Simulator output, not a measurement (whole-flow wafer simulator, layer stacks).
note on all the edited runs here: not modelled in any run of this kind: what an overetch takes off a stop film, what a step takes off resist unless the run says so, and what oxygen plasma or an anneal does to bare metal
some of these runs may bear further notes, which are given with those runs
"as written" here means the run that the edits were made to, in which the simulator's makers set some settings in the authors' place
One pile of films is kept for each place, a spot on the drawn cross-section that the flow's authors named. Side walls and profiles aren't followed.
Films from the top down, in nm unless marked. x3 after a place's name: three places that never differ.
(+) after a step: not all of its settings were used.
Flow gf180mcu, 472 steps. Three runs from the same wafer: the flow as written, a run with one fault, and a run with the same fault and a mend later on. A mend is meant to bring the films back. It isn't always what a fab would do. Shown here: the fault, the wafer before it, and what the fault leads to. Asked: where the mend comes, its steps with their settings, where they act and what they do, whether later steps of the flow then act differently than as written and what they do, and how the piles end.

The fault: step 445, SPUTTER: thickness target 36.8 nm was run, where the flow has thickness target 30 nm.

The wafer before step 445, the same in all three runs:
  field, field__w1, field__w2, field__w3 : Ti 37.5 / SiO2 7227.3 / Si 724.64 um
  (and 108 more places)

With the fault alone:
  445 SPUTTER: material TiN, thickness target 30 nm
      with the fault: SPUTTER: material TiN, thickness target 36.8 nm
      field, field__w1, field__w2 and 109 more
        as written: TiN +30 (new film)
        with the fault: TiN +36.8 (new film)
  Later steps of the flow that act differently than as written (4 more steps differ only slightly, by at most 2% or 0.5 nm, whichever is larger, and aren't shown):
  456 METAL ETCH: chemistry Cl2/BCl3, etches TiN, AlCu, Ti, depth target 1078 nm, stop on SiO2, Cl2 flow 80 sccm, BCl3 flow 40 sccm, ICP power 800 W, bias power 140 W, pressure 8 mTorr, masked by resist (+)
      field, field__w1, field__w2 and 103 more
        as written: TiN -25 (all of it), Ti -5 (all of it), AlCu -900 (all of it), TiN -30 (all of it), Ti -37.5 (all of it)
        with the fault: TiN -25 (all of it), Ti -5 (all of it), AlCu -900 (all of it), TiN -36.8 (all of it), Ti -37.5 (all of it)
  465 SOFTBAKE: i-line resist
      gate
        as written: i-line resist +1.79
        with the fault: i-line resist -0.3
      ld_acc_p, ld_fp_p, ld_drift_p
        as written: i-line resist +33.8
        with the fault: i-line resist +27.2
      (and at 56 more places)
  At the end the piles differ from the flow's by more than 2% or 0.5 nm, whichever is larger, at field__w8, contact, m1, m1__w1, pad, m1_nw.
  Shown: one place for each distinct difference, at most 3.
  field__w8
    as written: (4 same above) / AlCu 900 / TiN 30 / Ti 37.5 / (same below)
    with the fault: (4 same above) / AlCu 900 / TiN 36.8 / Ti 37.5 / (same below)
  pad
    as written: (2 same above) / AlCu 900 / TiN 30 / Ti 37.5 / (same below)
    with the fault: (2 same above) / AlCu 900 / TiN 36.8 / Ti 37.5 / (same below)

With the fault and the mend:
  The mend comes after step 445.
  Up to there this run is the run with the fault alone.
  445a METAL ETCH: chemistry Cl2/BCl3, etches TiN, AlCu, Ti, depth target 6.8 nm, Cl2 flow 80 sccm, BCl3 flow 40 sccm, ICP power 800 W, bias power 140 W, pressure 8 mTorr (the flow's step 260 once more, with other settings)
      field, field__w1, field__w2 and 109 more
        TiN -6.8
  No later step of the flow acts differently than as written at any place that is followed.
  At the end the piles are the same as the flow's at every place that both follow.
